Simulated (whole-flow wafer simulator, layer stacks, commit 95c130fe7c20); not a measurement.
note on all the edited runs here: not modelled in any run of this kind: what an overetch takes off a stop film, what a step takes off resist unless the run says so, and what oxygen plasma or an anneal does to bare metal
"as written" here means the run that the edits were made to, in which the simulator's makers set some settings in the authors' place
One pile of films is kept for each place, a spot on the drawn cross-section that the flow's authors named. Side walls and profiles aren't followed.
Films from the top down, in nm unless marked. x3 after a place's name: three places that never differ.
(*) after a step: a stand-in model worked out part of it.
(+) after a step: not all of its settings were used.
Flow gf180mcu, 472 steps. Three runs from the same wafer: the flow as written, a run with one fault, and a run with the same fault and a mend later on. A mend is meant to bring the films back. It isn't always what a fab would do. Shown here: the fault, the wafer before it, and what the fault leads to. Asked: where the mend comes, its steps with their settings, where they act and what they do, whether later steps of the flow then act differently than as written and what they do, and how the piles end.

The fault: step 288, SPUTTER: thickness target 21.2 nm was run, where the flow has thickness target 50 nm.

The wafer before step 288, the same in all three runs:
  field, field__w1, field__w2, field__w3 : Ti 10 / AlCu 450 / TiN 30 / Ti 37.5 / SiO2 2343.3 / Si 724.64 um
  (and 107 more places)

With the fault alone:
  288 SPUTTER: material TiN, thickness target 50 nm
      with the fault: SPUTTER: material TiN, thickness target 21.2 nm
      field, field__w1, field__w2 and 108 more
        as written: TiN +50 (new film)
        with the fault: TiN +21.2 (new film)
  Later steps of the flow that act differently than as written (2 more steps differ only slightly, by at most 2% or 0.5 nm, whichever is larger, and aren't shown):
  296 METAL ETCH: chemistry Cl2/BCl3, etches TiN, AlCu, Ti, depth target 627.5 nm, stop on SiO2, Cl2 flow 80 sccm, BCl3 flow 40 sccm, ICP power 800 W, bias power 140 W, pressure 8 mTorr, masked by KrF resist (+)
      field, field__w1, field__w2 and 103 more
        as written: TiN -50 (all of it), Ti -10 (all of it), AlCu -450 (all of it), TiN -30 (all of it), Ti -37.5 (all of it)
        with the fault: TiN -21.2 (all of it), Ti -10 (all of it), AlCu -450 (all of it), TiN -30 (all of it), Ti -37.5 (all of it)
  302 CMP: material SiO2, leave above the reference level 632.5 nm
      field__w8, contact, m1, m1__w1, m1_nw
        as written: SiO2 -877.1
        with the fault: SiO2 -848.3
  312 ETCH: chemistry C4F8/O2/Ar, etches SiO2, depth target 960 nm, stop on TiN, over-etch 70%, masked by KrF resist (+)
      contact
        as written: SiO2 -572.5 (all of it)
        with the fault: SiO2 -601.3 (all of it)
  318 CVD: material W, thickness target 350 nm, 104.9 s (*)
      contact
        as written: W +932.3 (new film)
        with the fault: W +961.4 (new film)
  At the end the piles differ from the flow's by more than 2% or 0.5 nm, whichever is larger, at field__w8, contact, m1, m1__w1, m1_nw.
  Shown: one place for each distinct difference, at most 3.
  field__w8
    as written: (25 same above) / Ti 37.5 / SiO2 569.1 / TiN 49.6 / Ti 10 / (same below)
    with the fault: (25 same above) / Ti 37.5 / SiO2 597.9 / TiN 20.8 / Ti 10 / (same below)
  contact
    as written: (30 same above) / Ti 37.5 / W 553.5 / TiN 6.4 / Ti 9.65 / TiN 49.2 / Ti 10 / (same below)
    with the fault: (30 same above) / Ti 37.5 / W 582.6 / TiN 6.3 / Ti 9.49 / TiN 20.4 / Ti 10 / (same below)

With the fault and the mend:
  The mend comes after step 288.
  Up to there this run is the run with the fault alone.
  288a SPUTTER: material TiN, thickness target 28.8 nm (the flow's step 288 once more, with other settings)
      field, field__w1, field__w2 and 108 more
        TiN +28.8
  No later step of the flow acts differently than as written at any place that is followed.
  At the end the piles are the same as the flow's at every place that both follow.
